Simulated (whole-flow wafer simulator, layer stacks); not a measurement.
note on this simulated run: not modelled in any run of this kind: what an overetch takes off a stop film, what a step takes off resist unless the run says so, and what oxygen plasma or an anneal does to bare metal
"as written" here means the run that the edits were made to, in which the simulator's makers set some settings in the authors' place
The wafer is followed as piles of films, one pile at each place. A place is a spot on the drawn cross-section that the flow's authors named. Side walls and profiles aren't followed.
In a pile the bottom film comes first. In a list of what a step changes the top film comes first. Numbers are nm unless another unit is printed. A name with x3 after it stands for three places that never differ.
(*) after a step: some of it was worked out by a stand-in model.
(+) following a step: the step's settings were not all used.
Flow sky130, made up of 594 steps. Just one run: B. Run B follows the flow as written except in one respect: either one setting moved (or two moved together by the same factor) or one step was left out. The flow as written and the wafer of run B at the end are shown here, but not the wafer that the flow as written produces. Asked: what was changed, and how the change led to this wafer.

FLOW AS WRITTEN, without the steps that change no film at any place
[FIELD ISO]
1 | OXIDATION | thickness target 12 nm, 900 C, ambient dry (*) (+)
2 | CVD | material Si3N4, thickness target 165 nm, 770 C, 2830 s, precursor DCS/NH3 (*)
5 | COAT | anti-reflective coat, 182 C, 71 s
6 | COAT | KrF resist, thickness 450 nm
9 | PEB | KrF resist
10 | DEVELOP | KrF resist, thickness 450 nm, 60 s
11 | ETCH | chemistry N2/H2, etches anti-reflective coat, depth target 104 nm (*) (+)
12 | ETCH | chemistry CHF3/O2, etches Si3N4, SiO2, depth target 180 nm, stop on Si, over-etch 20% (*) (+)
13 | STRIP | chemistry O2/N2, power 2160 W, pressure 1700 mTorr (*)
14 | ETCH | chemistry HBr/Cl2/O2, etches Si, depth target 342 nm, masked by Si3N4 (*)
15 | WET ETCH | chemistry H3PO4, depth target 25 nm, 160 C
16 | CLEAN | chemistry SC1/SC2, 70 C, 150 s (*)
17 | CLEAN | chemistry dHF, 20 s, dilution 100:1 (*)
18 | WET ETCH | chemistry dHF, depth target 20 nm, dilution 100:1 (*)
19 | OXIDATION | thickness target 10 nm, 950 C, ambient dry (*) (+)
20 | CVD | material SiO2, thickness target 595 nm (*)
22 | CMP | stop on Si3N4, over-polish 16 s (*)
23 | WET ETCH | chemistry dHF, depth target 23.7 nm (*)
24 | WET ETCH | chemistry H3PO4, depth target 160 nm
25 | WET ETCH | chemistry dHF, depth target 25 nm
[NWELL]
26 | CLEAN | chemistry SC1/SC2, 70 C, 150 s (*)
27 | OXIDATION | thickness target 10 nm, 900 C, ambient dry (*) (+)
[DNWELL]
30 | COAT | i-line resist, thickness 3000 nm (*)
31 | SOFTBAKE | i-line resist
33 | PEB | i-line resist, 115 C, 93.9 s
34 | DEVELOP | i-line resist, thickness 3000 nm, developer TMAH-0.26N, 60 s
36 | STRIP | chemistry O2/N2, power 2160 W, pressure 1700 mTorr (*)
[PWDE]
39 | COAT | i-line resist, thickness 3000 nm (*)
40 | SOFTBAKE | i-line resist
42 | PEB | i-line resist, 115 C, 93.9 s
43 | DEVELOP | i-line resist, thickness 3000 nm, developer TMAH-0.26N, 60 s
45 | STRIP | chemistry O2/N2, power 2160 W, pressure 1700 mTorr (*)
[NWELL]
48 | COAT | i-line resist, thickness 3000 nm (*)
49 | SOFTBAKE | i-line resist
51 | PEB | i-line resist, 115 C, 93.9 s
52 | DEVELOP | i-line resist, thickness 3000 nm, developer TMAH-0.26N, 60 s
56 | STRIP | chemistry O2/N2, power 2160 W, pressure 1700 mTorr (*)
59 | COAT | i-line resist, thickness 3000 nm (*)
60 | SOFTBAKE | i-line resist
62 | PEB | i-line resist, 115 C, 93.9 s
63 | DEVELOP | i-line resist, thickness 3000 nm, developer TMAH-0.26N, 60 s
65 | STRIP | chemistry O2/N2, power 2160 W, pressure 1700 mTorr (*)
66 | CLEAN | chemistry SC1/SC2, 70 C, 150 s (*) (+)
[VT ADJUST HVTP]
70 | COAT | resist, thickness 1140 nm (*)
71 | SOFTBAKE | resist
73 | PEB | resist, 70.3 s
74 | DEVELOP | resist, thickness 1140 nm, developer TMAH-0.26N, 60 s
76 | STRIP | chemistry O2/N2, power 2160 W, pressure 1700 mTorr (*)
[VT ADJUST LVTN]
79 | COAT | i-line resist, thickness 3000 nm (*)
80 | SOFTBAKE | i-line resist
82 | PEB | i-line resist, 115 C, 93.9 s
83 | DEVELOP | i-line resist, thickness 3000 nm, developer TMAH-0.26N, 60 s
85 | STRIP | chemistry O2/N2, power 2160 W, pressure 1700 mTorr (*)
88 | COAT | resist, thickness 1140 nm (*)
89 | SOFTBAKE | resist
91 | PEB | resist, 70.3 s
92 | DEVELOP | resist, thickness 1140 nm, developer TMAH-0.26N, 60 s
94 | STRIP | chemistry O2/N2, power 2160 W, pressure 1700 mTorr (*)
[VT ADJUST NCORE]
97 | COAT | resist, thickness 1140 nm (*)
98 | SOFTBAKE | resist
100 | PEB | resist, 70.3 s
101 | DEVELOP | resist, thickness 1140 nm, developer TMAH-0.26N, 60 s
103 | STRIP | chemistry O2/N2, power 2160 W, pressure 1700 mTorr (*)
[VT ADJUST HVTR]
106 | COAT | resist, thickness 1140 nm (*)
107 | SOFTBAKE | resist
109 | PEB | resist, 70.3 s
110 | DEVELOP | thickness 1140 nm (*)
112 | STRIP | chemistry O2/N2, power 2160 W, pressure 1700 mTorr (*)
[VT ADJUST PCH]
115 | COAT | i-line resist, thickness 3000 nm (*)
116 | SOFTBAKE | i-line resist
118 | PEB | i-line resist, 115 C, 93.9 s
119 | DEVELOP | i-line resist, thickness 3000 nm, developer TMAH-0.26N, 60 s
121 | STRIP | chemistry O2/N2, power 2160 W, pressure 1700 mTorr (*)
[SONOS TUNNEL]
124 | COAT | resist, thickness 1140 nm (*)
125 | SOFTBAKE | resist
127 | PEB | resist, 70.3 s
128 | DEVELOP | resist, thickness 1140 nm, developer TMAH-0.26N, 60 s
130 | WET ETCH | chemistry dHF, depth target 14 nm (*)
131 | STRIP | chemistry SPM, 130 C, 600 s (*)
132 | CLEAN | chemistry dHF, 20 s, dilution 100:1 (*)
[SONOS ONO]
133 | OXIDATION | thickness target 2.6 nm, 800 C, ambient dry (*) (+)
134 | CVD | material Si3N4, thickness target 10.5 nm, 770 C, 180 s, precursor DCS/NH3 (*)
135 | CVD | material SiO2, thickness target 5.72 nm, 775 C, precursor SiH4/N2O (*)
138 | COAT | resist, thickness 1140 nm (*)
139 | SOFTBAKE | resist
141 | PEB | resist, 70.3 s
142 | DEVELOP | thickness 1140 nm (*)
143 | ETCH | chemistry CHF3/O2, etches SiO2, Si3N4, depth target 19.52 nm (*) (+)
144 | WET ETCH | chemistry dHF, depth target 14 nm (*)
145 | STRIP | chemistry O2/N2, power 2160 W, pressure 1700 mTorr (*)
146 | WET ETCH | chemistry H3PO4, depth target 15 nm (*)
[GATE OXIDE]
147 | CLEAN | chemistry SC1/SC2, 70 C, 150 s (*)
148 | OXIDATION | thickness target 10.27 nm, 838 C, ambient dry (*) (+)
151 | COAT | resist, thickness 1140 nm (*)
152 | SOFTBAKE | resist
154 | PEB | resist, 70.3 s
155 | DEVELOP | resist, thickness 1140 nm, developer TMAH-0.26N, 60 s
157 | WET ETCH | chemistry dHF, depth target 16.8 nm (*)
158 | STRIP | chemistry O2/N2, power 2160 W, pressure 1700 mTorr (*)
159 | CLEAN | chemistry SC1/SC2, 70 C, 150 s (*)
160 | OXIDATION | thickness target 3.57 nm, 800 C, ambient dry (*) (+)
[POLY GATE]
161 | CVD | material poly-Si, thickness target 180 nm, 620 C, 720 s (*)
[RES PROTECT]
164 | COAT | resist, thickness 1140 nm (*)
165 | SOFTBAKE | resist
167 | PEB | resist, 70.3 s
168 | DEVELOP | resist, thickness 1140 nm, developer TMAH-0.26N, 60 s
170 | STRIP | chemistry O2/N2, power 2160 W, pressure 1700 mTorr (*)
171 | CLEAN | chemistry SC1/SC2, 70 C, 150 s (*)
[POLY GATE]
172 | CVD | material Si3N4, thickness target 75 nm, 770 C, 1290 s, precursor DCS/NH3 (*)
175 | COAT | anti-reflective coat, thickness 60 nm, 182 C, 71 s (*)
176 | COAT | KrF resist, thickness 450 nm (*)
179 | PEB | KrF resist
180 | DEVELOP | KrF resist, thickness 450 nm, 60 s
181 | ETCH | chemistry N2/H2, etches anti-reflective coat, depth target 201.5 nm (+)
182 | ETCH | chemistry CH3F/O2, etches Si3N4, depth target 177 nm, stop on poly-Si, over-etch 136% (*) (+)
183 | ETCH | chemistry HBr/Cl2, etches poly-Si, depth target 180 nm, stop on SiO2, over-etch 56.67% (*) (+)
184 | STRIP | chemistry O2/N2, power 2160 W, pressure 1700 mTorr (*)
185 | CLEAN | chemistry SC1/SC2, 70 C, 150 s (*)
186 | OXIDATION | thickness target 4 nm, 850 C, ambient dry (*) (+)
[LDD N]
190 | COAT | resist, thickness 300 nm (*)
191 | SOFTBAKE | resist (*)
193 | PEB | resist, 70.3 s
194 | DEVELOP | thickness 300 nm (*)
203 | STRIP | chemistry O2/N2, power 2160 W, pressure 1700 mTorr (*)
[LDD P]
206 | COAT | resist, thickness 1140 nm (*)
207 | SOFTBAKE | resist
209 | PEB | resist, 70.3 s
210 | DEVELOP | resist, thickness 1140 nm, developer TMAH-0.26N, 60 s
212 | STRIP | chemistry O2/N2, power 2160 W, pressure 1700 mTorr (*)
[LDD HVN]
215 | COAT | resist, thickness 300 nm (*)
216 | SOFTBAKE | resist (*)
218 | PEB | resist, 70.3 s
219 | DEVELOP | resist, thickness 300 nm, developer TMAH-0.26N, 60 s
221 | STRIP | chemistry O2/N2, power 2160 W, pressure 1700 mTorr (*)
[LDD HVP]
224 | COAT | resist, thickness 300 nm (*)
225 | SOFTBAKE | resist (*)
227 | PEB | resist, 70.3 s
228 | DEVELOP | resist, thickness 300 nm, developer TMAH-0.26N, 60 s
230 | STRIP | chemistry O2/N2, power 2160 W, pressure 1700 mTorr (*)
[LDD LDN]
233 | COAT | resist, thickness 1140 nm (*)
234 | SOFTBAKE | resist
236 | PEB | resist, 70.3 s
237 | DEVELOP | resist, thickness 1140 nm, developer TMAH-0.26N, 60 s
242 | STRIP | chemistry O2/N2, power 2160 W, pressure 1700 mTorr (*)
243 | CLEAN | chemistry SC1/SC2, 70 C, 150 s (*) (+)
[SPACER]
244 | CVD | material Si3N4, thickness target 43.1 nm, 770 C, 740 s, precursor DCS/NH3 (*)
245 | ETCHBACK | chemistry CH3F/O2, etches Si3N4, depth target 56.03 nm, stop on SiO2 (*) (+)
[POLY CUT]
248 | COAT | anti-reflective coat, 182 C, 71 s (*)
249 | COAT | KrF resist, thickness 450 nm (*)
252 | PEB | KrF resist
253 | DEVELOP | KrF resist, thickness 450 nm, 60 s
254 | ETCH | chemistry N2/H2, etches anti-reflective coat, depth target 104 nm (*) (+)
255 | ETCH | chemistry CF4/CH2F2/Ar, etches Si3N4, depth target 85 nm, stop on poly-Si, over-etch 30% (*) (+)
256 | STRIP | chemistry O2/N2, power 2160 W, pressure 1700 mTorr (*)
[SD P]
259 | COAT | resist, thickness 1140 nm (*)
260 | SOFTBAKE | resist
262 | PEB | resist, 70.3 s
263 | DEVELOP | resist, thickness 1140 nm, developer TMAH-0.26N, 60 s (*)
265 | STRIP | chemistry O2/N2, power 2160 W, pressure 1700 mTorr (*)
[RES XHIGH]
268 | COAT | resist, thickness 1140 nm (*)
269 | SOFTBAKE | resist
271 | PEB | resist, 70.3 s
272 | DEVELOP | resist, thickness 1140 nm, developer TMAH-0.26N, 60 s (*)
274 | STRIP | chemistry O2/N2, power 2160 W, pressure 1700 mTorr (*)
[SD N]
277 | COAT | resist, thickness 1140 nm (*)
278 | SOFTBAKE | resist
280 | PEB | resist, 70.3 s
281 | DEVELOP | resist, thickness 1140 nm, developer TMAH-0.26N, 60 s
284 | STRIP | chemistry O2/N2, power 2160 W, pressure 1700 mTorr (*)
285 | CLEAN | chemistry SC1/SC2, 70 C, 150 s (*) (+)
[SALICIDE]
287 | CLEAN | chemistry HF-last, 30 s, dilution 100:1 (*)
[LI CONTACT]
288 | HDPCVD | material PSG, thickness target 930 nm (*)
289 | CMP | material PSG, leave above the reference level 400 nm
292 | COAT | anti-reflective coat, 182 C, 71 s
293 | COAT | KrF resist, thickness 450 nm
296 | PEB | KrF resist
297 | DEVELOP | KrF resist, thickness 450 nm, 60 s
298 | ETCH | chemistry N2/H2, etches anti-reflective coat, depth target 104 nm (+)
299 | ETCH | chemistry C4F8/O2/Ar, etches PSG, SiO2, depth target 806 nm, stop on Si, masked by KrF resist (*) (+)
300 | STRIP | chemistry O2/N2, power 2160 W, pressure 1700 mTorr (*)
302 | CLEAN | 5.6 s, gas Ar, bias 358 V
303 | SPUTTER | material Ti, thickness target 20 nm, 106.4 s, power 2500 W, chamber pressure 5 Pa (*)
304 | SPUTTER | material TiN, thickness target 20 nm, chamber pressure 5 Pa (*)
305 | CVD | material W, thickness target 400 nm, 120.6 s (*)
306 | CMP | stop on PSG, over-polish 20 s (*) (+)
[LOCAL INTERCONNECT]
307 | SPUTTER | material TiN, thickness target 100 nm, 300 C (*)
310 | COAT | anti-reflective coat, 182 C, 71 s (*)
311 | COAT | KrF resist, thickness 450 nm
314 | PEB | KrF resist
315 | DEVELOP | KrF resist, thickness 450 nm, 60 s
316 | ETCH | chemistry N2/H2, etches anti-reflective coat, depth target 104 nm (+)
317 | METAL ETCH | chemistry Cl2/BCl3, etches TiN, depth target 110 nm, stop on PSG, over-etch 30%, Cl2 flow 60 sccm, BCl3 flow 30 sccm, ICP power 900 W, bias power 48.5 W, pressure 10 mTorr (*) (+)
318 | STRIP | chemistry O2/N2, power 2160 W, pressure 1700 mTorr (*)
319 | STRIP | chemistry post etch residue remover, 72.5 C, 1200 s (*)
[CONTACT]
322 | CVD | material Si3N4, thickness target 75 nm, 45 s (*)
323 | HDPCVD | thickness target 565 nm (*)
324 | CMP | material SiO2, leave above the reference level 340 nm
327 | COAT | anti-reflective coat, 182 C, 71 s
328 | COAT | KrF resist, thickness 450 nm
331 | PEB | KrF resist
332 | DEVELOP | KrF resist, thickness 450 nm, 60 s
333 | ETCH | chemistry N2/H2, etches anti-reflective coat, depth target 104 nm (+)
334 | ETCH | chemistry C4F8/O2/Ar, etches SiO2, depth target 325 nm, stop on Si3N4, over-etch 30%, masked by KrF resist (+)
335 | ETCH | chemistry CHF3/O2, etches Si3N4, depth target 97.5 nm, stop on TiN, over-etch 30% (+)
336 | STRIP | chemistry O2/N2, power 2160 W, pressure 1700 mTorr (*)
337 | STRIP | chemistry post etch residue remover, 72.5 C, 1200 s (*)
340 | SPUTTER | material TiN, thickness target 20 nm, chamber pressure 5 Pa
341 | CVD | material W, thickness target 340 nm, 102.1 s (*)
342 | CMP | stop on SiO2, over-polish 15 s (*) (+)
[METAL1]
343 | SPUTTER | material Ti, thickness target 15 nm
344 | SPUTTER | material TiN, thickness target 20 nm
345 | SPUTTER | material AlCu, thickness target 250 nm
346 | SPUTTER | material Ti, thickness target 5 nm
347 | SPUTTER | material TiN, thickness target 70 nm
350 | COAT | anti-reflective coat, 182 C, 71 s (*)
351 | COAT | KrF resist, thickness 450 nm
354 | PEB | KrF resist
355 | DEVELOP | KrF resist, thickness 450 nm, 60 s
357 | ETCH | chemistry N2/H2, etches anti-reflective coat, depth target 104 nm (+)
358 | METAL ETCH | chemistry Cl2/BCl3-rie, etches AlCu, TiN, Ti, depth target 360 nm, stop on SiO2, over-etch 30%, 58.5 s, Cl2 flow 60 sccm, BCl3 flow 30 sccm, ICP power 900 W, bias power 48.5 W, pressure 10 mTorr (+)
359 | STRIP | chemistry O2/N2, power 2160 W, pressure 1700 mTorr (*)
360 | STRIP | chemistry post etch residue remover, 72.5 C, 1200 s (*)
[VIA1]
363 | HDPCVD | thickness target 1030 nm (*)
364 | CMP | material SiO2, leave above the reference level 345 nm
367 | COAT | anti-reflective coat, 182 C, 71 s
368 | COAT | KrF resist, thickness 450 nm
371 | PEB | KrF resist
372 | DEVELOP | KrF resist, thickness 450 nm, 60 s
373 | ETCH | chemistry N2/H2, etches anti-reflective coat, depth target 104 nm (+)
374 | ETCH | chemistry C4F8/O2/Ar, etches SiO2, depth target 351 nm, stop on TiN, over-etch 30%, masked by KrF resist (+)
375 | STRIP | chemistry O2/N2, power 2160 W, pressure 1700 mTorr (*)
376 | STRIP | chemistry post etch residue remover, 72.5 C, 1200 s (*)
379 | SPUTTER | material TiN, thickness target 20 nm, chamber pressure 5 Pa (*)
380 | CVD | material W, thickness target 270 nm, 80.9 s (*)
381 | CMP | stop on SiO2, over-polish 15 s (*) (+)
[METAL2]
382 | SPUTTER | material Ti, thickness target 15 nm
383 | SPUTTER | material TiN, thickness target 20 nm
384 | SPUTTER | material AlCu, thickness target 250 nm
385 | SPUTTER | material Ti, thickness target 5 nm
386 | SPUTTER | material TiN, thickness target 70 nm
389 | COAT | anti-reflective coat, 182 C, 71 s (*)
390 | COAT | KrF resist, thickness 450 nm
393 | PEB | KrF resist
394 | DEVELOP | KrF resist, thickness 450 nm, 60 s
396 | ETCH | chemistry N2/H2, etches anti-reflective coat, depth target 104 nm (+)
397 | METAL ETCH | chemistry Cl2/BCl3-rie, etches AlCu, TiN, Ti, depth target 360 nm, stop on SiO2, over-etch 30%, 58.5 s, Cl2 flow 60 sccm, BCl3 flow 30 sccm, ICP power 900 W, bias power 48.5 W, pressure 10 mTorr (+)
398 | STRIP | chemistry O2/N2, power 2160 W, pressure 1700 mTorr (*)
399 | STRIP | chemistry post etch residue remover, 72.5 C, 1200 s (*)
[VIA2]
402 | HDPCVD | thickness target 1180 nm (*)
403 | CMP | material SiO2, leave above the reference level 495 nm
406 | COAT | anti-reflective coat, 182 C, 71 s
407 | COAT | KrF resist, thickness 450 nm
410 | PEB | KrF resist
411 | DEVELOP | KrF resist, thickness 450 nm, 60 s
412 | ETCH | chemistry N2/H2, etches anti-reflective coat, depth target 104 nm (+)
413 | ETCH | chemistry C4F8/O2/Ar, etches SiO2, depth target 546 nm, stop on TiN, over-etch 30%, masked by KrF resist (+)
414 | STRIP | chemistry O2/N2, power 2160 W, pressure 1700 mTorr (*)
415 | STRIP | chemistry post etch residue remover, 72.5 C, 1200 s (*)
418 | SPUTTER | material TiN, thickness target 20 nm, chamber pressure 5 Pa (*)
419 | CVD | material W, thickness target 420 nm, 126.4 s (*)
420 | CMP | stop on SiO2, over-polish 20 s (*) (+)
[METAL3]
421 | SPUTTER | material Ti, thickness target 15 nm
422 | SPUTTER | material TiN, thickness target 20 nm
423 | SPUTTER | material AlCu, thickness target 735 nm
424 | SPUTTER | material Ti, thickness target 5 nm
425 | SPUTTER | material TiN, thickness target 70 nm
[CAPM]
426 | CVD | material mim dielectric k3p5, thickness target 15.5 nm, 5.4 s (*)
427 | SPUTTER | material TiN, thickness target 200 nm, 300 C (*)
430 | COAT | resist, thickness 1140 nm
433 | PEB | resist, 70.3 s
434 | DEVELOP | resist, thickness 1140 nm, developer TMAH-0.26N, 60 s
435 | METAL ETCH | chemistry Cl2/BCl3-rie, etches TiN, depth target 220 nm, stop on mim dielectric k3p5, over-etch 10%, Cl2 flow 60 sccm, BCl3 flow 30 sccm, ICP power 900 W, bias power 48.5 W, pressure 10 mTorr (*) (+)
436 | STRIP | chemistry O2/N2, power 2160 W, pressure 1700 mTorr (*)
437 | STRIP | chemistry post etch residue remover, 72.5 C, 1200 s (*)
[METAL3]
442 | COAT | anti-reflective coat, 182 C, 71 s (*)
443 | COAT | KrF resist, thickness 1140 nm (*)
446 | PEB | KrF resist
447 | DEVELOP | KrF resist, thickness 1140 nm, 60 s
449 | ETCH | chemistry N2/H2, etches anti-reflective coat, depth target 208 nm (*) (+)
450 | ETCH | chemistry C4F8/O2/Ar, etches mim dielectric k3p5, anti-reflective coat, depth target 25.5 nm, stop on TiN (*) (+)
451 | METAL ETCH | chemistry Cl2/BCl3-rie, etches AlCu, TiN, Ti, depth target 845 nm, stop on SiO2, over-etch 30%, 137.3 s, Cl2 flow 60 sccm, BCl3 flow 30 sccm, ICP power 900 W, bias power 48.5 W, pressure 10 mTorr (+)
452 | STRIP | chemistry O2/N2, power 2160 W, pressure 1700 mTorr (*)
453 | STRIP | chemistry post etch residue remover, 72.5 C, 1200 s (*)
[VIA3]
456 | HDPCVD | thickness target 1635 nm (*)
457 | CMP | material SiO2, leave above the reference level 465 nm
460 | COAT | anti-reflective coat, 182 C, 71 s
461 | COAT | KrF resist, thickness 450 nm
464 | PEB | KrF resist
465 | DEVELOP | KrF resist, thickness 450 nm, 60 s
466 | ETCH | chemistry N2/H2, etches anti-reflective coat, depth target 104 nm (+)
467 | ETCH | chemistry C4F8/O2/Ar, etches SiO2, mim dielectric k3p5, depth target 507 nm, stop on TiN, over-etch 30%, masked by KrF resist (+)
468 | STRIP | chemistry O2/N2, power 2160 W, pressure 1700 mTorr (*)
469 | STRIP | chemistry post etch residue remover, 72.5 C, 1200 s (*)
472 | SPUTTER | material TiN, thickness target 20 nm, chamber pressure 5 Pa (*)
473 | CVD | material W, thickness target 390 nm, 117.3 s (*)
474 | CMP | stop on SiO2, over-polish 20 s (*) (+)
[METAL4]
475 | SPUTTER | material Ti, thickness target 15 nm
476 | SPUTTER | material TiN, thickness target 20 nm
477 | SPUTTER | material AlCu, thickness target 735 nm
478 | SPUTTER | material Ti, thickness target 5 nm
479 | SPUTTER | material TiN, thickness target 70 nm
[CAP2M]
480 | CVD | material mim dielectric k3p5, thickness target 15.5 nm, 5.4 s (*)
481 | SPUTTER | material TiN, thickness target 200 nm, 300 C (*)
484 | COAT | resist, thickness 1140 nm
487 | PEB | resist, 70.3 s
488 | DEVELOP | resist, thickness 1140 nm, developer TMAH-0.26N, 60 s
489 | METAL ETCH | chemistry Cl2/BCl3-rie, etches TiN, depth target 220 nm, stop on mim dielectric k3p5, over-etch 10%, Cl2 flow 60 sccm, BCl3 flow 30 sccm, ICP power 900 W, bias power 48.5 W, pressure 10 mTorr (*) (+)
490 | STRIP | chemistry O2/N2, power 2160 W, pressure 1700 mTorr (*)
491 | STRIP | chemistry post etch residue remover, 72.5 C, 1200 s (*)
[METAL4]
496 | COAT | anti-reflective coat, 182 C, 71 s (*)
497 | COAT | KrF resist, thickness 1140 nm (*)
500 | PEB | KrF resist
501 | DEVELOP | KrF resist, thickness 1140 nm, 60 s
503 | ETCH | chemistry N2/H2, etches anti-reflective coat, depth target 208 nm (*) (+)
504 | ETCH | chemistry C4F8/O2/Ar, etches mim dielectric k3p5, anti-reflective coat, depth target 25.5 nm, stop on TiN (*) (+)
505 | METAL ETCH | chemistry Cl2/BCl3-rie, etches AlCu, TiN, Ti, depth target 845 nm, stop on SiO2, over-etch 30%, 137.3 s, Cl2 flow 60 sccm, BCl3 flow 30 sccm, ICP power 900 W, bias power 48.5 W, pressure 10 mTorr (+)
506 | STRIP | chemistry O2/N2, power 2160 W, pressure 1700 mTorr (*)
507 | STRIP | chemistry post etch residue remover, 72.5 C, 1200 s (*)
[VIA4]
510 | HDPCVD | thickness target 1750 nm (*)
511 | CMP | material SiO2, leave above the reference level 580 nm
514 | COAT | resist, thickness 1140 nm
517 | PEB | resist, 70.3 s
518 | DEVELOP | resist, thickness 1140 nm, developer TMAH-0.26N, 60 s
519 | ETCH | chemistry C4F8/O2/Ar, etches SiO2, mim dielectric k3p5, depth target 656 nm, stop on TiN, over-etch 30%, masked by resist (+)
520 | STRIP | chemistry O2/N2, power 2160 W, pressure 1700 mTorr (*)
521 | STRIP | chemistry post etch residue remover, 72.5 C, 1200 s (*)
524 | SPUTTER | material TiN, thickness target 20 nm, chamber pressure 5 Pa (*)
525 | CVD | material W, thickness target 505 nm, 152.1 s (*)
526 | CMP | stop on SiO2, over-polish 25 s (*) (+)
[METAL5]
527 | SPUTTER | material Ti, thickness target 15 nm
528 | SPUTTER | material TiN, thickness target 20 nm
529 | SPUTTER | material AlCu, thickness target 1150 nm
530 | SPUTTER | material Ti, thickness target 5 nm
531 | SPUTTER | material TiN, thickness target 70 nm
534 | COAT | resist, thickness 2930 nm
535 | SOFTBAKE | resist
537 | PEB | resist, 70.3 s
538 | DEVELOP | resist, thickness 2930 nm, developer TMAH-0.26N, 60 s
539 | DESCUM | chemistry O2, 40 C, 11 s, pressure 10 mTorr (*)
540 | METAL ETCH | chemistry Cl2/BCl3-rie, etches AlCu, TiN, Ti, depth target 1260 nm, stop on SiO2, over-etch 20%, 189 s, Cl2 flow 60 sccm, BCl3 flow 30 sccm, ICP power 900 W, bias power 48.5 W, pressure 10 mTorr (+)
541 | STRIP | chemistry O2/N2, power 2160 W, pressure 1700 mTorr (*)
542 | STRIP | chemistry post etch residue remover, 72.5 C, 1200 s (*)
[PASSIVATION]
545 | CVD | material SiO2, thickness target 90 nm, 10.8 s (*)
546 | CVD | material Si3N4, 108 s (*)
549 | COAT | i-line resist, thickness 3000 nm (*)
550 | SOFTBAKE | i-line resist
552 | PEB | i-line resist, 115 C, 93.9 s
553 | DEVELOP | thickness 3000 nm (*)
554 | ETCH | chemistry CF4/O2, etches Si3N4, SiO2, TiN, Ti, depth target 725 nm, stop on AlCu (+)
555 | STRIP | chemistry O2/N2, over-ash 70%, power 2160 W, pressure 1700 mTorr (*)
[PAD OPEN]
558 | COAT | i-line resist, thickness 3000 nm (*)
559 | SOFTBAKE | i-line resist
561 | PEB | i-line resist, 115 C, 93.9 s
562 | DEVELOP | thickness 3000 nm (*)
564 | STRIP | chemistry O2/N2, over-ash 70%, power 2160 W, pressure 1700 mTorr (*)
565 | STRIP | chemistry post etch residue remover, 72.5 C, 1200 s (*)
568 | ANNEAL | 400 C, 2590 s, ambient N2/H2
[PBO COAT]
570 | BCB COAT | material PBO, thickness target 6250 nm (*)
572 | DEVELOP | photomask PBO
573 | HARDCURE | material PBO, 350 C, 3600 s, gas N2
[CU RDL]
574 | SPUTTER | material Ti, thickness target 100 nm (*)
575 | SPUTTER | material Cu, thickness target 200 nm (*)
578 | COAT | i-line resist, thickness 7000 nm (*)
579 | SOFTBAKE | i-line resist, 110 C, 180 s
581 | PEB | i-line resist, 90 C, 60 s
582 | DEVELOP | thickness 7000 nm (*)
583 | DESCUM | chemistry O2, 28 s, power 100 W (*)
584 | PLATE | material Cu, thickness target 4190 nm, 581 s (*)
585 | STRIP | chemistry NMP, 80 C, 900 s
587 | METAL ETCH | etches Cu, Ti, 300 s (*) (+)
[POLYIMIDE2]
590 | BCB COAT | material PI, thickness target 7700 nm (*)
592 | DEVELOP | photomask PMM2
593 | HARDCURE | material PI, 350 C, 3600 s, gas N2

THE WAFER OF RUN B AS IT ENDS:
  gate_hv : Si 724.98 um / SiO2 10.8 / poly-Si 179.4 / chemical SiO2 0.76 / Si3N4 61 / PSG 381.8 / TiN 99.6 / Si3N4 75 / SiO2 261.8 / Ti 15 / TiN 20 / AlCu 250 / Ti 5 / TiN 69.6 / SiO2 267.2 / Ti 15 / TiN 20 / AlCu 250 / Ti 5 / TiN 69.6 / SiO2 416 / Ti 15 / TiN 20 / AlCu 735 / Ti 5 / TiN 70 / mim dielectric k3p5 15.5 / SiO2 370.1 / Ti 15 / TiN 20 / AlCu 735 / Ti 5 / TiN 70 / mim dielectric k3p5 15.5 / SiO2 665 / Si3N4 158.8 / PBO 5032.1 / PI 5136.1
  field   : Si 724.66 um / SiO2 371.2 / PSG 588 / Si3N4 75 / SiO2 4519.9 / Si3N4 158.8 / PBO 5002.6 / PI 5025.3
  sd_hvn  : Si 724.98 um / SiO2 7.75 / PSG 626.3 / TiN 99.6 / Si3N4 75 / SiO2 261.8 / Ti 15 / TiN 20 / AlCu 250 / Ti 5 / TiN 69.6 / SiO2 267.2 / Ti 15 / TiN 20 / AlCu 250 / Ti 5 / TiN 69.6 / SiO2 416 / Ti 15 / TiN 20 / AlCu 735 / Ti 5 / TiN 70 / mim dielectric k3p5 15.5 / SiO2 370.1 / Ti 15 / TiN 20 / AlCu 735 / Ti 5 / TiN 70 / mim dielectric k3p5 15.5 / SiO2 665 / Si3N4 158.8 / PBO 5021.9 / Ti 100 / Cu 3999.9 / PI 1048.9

What caused this: step 511, CMP: leave above the reference level 661 nm was run, though the flow has leave above the reference level 580 nm.

How this came from the change, step by step:
  511 | CMP | material SiO2, leave above the reference level 580 nm
      n_well, p_well, gate_hv and 99 more: -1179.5 SiO2 (as written it would have been: -1260.5 SiO2)
      field, active, gate and 77 more: -293.7 SiO2 (as written it would have been: -374.7 SiO2)
      (and at 11 other places as well)
  519 | ETCH | chemistry C4F8/O2/Ar, etches SiO2, mim dielectric k3p5, depth target 656 nm, stop on TiN, over-etch 30%, masked by resist (+)
      m1: -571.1 SiO2 (all of it), -15.5 mim dielectric k3p5 (all of it) (as written it would have been: -490.1 SiO2 (all of it), -15.5 mim dielectric k3p5 (all of it))
      via4_hole: -570.5 SiO2 (all of it), -15.5 mim dielectric k3p5 (all of it) (as written it would have been: -489.5 SiO2 (all of it), -15.5 mim dielectric k3p5 (all of it))
  524 | SPUTTER | material TiN, thickness target 20 nm, chamber pressure 5 Pa (*)
      m1, via4_hole: +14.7 TiN (as written it would have been: +15.3 TiN)
  525 | CVD | material W, thickness target 505 nm, 152.1 s (*)
      m1: +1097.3 W (new film) (as written it would have been: +1015.8 W (new film))
      via4_hole: +1096.7 W (new film) (as written it would have been: +1015.2 W (new film))
